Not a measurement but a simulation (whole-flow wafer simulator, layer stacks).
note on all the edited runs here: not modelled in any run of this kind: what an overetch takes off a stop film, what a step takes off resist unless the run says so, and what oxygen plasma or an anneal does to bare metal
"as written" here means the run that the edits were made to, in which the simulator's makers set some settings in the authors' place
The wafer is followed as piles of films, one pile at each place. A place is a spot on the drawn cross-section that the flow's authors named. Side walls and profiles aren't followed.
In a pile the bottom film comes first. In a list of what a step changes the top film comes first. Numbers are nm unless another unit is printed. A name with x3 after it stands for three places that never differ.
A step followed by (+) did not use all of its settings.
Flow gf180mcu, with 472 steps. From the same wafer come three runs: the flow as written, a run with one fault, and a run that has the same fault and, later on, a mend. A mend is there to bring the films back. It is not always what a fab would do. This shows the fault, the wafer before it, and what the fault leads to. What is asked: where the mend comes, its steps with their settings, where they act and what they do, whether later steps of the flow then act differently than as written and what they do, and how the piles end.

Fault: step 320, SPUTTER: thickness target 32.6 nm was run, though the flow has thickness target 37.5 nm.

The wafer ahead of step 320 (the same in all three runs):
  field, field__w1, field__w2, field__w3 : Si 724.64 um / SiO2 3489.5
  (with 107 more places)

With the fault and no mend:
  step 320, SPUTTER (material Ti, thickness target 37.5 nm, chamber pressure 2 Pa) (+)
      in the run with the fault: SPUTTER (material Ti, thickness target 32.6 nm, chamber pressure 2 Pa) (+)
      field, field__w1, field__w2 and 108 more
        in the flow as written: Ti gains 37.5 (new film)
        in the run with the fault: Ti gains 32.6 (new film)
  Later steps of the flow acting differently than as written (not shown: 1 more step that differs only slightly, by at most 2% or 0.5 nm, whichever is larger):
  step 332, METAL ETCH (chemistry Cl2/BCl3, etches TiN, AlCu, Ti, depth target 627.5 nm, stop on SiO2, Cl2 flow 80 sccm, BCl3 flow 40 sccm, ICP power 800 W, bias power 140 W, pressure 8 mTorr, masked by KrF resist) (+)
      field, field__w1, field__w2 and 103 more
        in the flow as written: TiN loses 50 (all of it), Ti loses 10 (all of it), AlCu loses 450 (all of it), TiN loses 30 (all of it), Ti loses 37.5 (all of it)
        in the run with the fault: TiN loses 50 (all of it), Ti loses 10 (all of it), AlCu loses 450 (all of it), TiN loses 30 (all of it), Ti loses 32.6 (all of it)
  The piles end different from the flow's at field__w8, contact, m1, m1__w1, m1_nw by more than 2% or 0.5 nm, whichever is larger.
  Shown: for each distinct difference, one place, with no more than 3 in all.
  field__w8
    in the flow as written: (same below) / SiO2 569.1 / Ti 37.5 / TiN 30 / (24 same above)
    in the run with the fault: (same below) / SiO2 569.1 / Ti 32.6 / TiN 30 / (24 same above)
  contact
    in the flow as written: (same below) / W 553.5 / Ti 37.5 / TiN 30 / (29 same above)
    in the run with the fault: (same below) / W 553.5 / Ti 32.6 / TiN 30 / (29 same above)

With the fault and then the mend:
  The mend stands after step 320.
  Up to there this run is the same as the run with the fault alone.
  step 320a, SPUTTER (material Ti, thickness target 4.9 nm, chamber pressure 2 Pa) (+) (a further turn of the flow's step 320, with different settings)
      field, field__w1, field__w2 and 108 more
        Ti gains 4.9
  Every later step of the flow that is run acts as written at every place that is followed.
  The piles end the same as the flow's at every place that both follow.
